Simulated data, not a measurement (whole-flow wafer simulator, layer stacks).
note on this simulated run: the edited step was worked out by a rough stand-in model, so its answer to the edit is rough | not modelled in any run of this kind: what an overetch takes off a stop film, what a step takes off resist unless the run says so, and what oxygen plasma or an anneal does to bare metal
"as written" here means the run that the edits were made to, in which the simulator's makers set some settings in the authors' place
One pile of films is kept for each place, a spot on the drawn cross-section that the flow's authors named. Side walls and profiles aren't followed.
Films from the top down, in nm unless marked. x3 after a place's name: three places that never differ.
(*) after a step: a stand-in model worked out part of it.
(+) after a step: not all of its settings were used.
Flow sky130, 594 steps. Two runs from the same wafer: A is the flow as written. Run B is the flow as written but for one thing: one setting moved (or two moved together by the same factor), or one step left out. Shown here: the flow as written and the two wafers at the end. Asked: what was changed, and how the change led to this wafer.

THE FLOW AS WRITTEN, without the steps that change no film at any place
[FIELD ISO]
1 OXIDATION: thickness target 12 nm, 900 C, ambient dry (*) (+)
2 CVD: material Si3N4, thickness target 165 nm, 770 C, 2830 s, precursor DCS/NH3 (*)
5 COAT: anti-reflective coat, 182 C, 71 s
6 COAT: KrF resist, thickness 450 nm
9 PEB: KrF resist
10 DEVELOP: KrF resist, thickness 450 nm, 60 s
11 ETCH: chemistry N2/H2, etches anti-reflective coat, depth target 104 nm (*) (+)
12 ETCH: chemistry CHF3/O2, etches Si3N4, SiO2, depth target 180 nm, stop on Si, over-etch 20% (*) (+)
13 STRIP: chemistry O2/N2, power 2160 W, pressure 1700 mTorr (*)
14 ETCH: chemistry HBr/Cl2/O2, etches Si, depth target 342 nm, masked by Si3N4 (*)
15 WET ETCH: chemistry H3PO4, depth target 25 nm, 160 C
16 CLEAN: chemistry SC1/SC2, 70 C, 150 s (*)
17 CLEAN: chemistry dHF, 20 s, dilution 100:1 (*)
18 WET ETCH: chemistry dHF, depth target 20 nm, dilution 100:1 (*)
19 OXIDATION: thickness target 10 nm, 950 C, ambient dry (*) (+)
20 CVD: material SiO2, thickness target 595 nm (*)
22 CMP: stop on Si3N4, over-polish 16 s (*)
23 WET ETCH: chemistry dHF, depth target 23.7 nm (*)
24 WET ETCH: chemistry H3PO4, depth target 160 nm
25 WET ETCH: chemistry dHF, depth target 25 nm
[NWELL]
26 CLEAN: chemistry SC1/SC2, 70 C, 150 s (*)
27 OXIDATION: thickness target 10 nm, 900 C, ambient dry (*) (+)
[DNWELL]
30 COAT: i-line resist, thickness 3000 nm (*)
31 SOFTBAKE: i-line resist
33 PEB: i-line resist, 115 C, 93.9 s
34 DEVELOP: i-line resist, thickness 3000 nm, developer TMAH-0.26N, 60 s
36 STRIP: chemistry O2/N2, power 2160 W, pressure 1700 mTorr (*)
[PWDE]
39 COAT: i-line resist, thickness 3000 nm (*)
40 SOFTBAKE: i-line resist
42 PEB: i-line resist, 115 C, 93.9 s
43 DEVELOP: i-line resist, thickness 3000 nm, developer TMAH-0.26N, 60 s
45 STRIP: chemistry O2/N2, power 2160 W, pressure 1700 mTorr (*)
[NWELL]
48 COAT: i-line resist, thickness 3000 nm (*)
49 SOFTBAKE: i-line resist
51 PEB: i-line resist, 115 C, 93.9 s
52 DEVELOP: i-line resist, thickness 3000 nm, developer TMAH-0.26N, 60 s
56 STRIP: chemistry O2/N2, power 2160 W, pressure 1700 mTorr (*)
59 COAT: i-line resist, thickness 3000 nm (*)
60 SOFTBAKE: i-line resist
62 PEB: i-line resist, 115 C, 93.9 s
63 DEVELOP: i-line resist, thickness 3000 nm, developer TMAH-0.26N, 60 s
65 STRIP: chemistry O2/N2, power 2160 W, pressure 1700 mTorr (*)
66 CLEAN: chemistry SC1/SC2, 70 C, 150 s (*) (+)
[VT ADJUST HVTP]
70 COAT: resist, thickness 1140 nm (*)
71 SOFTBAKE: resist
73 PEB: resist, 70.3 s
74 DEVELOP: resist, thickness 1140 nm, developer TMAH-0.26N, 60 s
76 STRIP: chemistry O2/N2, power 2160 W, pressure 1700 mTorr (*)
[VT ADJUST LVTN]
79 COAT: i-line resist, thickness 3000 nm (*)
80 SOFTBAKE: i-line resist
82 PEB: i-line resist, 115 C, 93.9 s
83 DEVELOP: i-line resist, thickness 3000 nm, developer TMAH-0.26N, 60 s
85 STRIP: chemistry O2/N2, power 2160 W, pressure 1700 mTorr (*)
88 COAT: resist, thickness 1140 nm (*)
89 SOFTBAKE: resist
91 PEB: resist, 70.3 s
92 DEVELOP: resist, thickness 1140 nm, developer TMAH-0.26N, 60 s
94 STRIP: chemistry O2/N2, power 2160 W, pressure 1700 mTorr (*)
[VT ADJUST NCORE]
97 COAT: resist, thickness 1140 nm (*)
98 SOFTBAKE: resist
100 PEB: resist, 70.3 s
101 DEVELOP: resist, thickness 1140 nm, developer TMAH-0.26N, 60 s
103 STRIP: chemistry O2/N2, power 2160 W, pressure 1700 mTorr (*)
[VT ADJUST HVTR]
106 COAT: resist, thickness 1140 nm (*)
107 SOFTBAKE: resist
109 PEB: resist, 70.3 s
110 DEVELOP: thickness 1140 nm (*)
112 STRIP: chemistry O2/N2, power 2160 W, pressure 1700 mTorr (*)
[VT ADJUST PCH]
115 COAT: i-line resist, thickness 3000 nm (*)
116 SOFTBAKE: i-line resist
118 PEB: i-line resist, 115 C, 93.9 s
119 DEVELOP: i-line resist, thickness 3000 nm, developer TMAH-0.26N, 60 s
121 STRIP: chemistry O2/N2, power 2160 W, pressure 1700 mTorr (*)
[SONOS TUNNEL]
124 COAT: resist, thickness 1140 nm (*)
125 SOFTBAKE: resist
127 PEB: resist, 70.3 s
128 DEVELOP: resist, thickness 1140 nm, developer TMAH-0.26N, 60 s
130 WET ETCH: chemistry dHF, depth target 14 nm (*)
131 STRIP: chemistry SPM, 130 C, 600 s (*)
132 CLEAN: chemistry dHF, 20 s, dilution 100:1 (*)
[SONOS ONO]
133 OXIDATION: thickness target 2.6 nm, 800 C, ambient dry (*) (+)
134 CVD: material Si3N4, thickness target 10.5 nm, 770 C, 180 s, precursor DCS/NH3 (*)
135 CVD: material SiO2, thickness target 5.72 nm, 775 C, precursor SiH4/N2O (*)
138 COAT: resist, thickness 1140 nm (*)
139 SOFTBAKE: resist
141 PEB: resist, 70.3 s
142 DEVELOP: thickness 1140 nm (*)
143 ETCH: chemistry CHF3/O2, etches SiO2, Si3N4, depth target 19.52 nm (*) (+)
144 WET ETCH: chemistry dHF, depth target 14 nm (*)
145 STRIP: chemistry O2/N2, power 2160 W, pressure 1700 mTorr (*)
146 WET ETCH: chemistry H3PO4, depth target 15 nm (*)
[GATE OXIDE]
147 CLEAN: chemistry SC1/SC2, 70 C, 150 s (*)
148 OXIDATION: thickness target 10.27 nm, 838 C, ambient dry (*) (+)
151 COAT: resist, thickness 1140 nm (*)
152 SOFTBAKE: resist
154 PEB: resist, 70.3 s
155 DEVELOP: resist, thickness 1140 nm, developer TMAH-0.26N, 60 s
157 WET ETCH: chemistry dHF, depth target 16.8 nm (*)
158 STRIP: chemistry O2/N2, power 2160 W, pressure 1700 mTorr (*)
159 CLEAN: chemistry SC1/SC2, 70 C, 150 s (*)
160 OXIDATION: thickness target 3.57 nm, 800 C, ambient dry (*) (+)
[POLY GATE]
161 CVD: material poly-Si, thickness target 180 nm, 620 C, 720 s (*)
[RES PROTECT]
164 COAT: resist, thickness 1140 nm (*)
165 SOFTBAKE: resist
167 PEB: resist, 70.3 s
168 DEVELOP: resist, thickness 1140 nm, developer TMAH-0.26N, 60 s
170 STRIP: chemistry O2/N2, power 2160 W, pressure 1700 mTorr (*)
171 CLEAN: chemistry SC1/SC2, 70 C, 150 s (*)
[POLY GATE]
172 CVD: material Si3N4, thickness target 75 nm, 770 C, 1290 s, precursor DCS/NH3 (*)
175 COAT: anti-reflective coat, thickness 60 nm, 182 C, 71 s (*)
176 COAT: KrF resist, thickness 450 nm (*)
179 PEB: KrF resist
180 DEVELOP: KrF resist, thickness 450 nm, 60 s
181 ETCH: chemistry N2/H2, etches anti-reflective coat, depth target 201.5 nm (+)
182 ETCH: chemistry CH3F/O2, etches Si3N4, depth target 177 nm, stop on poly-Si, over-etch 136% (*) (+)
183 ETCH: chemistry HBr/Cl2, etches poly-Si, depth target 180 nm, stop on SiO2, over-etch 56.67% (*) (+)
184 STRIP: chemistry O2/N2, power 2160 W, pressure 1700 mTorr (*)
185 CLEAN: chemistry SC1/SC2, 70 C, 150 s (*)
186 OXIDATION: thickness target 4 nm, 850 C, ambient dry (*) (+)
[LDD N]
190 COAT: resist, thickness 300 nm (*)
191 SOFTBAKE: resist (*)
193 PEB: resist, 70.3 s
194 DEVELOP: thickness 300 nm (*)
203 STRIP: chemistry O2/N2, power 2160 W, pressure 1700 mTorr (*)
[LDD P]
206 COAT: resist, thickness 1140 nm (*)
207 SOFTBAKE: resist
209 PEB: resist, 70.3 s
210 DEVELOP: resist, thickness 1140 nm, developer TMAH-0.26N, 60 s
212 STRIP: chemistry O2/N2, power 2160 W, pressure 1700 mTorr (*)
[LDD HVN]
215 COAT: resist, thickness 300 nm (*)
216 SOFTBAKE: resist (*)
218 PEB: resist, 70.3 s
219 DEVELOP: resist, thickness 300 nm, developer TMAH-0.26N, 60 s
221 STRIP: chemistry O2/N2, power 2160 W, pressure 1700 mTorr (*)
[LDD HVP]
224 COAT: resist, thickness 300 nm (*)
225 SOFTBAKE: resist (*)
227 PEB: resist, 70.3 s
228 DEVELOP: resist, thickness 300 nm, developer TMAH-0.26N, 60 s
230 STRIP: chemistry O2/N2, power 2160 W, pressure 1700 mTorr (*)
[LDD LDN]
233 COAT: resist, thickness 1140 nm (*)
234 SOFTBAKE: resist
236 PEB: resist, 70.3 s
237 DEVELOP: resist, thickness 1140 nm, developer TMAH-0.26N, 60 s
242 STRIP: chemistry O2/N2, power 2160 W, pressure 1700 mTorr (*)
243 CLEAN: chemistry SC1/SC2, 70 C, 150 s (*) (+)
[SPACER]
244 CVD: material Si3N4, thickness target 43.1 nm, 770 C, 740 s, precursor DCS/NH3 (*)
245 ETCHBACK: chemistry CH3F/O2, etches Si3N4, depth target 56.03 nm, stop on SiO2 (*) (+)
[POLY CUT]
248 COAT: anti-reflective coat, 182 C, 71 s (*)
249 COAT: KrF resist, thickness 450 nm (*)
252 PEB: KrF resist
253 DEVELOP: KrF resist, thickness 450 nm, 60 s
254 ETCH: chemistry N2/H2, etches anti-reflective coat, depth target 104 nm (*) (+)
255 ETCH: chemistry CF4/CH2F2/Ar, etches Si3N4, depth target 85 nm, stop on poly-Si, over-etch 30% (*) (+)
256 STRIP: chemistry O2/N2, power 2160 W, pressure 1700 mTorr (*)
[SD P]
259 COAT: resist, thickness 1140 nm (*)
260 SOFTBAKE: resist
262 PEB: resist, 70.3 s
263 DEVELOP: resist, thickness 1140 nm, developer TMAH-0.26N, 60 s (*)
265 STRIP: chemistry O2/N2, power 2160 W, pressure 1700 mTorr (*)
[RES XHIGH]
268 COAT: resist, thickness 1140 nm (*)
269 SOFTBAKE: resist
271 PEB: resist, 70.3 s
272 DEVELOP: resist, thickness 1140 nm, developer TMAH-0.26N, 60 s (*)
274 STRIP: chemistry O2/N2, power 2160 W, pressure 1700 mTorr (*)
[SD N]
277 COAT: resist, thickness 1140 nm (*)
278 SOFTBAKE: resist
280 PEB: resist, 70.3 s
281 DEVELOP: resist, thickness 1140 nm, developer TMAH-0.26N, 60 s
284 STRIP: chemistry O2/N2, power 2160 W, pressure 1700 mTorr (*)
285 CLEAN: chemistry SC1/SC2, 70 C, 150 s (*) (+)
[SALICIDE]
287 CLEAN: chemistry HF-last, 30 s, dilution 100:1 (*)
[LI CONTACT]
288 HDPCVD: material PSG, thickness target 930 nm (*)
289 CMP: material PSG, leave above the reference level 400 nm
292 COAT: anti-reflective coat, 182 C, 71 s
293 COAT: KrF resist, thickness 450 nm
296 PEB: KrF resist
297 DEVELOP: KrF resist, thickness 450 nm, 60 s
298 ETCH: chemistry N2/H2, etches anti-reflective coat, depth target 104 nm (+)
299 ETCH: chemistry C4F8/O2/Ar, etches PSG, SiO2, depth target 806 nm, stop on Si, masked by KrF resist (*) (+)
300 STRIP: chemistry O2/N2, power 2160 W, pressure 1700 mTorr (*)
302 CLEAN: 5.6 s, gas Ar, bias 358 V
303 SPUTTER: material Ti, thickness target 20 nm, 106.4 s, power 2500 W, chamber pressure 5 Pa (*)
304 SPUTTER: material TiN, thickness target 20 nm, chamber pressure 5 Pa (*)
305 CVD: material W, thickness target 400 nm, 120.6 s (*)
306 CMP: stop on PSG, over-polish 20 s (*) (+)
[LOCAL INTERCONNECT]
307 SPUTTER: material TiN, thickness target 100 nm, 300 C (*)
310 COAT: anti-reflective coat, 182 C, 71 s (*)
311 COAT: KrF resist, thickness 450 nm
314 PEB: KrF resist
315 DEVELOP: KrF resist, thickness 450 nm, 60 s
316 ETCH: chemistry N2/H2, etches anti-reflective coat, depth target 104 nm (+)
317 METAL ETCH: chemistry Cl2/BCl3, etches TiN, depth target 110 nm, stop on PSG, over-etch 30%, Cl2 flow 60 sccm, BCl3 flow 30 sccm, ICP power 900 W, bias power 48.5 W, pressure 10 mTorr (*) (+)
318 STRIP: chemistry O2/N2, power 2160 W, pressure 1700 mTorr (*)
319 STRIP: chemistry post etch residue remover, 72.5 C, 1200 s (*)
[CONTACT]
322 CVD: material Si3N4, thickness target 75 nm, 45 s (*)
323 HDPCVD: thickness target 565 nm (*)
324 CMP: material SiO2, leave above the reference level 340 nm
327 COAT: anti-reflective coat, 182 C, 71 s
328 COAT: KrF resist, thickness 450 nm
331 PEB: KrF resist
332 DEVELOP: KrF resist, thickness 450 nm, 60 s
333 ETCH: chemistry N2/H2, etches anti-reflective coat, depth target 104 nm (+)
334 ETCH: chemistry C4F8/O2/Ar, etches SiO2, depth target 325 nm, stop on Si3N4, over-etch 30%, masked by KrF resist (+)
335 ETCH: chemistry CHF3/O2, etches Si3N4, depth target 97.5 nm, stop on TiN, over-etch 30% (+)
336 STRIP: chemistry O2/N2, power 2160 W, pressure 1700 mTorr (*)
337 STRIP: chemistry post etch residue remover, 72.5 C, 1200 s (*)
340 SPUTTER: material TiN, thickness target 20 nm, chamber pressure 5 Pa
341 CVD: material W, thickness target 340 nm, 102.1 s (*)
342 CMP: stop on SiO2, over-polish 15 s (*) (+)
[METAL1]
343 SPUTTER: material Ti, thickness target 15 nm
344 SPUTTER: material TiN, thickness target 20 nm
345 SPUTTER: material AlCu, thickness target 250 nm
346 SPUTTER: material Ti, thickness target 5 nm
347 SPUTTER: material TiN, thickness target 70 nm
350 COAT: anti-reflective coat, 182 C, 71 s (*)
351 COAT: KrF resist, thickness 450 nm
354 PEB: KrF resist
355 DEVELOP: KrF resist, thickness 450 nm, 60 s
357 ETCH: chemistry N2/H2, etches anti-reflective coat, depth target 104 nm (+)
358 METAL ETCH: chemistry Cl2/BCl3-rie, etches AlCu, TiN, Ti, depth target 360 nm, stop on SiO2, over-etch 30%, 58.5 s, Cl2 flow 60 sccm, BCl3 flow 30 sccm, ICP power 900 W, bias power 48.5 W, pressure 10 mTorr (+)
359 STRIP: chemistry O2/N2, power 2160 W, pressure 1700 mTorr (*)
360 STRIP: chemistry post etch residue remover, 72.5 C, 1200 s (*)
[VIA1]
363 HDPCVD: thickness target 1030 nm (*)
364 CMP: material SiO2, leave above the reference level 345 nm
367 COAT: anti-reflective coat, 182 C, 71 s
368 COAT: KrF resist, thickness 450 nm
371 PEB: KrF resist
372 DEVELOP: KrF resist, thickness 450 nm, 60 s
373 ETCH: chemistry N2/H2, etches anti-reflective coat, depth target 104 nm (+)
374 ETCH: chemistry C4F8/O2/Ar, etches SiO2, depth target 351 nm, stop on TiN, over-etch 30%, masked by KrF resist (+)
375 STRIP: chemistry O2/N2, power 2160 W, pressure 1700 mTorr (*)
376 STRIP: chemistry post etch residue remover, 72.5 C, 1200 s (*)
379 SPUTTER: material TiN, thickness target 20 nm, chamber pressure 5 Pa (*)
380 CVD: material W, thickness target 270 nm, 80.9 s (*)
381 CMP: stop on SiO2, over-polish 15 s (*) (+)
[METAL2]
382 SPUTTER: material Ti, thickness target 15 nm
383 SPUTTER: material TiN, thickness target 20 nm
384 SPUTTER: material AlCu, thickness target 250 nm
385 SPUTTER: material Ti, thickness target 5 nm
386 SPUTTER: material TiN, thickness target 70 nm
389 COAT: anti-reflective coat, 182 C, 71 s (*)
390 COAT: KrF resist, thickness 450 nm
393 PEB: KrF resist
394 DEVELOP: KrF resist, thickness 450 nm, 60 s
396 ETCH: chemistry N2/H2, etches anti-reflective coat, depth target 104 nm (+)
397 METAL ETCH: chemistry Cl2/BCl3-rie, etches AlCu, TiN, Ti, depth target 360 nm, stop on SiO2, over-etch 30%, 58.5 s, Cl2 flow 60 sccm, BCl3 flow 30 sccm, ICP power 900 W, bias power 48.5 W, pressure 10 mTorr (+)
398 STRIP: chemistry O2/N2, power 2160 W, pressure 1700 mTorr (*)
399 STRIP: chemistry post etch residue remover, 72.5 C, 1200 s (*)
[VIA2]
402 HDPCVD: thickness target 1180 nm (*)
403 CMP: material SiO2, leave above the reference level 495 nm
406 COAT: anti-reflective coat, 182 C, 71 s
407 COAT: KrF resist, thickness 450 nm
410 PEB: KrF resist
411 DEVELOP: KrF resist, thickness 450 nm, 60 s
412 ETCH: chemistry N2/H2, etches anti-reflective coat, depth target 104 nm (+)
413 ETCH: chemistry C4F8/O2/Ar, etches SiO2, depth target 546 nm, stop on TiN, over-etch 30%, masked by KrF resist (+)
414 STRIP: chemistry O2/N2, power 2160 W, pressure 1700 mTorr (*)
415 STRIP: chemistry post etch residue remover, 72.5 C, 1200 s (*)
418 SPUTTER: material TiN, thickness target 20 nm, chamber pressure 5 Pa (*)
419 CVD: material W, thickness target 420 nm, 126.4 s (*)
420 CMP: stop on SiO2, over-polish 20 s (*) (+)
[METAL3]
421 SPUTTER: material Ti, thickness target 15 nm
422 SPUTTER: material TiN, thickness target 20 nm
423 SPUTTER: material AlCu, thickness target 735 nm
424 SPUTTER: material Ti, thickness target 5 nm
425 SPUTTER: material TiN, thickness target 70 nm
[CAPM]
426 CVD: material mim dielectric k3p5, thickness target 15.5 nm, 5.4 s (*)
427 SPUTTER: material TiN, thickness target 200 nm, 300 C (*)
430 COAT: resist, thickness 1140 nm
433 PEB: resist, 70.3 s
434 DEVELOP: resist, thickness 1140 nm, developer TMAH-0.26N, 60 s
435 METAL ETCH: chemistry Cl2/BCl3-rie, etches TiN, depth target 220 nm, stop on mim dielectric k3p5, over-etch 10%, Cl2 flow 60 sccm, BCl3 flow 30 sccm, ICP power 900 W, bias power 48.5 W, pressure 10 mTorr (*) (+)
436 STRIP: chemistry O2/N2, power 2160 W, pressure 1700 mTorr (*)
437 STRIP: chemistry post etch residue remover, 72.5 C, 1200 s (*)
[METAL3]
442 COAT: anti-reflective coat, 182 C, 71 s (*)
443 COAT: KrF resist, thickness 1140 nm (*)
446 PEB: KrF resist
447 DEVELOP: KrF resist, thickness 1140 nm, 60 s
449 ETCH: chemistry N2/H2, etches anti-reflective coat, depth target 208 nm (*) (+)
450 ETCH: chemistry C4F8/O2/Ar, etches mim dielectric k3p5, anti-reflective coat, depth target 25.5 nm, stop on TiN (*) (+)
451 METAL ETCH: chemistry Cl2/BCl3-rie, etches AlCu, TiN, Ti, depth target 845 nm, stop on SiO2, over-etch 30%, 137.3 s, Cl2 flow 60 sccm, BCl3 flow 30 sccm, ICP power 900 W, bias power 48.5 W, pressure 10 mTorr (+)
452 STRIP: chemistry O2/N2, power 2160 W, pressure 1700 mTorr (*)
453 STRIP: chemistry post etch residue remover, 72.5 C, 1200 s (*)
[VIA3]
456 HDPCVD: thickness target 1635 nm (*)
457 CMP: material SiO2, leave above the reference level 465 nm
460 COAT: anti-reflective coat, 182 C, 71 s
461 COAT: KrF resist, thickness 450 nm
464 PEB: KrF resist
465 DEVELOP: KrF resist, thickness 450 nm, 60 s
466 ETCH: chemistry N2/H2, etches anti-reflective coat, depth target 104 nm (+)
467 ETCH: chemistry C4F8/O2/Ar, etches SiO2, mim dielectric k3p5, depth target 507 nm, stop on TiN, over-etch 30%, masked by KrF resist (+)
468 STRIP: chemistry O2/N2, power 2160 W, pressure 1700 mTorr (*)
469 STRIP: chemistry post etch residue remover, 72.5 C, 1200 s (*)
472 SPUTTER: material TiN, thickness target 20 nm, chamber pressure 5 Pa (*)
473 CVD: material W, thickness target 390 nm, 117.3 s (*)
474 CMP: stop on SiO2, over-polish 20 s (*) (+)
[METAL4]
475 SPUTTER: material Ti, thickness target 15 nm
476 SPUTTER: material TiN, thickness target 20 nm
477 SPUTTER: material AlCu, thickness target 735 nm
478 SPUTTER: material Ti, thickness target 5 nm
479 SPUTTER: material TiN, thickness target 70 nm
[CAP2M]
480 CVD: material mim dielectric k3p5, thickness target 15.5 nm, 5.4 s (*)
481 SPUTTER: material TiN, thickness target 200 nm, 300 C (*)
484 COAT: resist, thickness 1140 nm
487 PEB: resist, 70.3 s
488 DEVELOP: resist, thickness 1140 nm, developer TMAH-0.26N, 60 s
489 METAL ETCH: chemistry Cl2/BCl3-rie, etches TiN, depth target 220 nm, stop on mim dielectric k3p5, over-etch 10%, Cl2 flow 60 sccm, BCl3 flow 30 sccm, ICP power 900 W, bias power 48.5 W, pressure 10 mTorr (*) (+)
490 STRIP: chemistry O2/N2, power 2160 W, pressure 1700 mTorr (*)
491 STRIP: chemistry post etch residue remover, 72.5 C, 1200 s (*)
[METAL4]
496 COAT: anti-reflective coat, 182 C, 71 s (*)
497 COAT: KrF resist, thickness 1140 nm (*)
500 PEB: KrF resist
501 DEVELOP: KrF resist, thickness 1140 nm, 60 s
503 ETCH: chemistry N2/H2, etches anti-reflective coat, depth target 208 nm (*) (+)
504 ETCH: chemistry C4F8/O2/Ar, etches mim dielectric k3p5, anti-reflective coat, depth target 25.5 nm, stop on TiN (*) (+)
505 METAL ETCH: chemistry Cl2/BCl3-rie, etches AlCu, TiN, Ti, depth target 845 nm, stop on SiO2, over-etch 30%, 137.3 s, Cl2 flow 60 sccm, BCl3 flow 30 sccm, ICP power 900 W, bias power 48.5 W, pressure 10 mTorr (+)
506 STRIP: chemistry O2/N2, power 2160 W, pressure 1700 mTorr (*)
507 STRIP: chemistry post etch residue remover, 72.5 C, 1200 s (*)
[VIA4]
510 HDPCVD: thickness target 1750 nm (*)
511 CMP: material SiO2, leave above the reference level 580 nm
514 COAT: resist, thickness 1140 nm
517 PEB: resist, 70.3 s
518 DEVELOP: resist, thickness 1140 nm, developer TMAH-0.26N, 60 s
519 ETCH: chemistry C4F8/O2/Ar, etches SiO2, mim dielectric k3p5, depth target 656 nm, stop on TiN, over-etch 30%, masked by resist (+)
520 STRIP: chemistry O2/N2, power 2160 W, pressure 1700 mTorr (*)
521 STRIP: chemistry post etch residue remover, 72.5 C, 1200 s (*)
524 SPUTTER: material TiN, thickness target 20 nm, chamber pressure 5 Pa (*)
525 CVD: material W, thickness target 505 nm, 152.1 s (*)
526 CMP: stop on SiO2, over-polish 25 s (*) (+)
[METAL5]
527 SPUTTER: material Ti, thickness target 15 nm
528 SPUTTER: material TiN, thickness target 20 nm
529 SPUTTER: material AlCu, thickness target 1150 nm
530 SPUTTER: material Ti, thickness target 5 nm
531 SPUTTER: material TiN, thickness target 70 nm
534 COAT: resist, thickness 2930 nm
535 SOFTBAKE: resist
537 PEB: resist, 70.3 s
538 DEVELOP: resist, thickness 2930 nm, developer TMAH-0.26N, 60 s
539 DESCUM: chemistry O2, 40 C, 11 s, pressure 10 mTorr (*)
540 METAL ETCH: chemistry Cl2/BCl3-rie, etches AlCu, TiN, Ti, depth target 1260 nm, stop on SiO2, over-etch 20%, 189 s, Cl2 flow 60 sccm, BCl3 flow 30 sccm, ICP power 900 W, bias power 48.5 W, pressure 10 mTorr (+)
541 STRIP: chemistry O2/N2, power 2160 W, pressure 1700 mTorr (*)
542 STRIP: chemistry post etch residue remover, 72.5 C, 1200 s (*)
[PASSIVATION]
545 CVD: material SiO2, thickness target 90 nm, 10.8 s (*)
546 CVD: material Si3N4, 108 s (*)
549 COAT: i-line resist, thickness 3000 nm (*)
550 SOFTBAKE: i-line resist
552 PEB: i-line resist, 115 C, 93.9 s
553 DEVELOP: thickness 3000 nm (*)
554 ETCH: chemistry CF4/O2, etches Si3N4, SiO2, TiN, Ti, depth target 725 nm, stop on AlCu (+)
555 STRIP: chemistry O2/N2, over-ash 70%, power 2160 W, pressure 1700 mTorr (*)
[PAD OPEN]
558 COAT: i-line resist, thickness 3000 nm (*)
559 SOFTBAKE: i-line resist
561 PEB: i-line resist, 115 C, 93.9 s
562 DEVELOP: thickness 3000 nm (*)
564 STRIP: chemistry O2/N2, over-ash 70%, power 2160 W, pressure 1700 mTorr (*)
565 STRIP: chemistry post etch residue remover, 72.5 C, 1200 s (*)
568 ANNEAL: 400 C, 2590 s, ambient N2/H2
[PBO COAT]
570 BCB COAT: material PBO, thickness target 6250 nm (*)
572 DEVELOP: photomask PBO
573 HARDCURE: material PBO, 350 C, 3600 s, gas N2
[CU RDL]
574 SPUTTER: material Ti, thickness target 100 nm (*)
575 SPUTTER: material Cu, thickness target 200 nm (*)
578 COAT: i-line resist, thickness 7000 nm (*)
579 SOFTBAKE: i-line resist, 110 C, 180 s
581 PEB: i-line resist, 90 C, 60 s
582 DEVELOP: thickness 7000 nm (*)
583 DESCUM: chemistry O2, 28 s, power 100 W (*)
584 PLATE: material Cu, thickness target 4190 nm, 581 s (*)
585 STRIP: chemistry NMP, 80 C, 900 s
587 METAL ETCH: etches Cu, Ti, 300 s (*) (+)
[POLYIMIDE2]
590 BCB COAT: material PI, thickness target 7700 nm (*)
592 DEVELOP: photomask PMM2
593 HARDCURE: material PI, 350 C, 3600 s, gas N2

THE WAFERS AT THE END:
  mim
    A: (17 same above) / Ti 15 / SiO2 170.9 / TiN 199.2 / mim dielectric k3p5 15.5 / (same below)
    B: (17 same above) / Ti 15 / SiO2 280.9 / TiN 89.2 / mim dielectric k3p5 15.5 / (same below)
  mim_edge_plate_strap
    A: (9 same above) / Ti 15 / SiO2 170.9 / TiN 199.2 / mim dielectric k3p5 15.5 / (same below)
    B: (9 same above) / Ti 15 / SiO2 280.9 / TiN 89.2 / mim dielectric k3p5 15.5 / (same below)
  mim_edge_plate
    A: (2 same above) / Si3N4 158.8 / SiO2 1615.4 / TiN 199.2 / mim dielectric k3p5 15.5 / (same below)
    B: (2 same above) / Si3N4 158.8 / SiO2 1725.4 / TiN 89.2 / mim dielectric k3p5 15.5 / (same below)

The cause: step 427, SPUTTER: thickness target 90 nm was run, where the flow has thickness target 200 nm.

How the change led to this, step by step:
  427 SPUTTER: material TiN, thickness target 200 nm, 300 C (*)
      field, active, n_well and 188 more: A TiN +200 (new film) | B TiN +90 (new film)
  435 METAL ETCH: chemistry Cl2/BCl3-rie, etches TiN, depth target 220 nm, stop on mim dielectric k3p5, over-etch 10%, Cl2 flow 60 sccm, BCl3 flow 30 sccm, ICP power 900 W, bias power 48.5 W, pressure 10 mTorr (*) (+)
      field, active, n_well and 185 more: A TiN -200 (all of it) | B TiN -90 (all of it)
      mim, mim_edge_plate_strap, mim_edge_plate: A resist -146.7 | B resist -66
  436 STRIP: chemistry O2/N2, power 2160 W, pressure 1700 mTorr (*)
      mim, mim_edge_plate_strap, mim_edge_plate: A resist -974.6 (all of it) | B resist -1055.3 (all of it)
  442 COAT: anti-reflective coat, 182 C, 71 s (*)
      rpm_encl, rpm_encl_psd, rpm_encl_urpm: A anti-reflective coat +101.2 (new film) | B anti-reflective coat +97.8 (new film)
      poly_licon, rpo_hd_licon: A anti-reflective coat +57.6 (new film) | B anti-reflective coat +82.3 (new film)
      (and at 9 more places)
  443 COAT: KrF resist, thickness 1140 nm (*)
      mim_edge_plate_strap, mim_edge_plate: A KrF resist +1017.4 (new film) | B KrF resist +1127.4 (new film)
      poly_licon, rpo_hd_licon: A KrF resist +1171.3 (new film) | B KrF resist +1143.2 (new film)
      (and at 3 more places)
  447 DEVELOP: KrF resist, thickness 1140 nm, 60 s
      poly_licon, rpo_hd_licon: A KrF resist -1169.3 (all of it) | B KrF resist -1141.3 (all of it)
      rxpo_ln: A KrF resist -1165.6 (all of it) | B KrF resist -1136.7 (all of it)
  449 ETCH: chemistry N2/H2, etches anti-reflective coat, depth target 208 nm (*) (+)
      rpm_encl, rpm_encl_psd, rpm_encl_urpm: A anti-reflective coat -101.2 (all of it) | B anti-reflective coat -97.8 (all of it)
      poly_licon, rpo_hd_licon: A anti-reflective coat -57.6 (all of it) | B anti-reflective coat -82.3 (all of it)
      (and at 3 more places)
  452 STRIP: chemistry O2/N2, power 2160 W, pressure 1700 mTorr (*)
      mim_edge_plate_strap, mim_edge_plate: A KrF resist -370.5 (all of it), anti-reflective coat -3 (all of it) | B KrF resist -480.3 (all of it), anti-reflective coat -3 (all of it)
      mim: A KrF resist -378.7 (all of it), anti-reflective coat -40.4 (all of it) | B KrF resist -463.7 (all of it), anti-reflective coat -34.3 (all of it)
      (and at 5 more places)
  457 CMP: material SiO2, leave above the reference level 465 nm
      mim, mim_edge_plate_strap, mim_edge_plate: A SiO2 -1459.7 | B SiO2 -1349.7
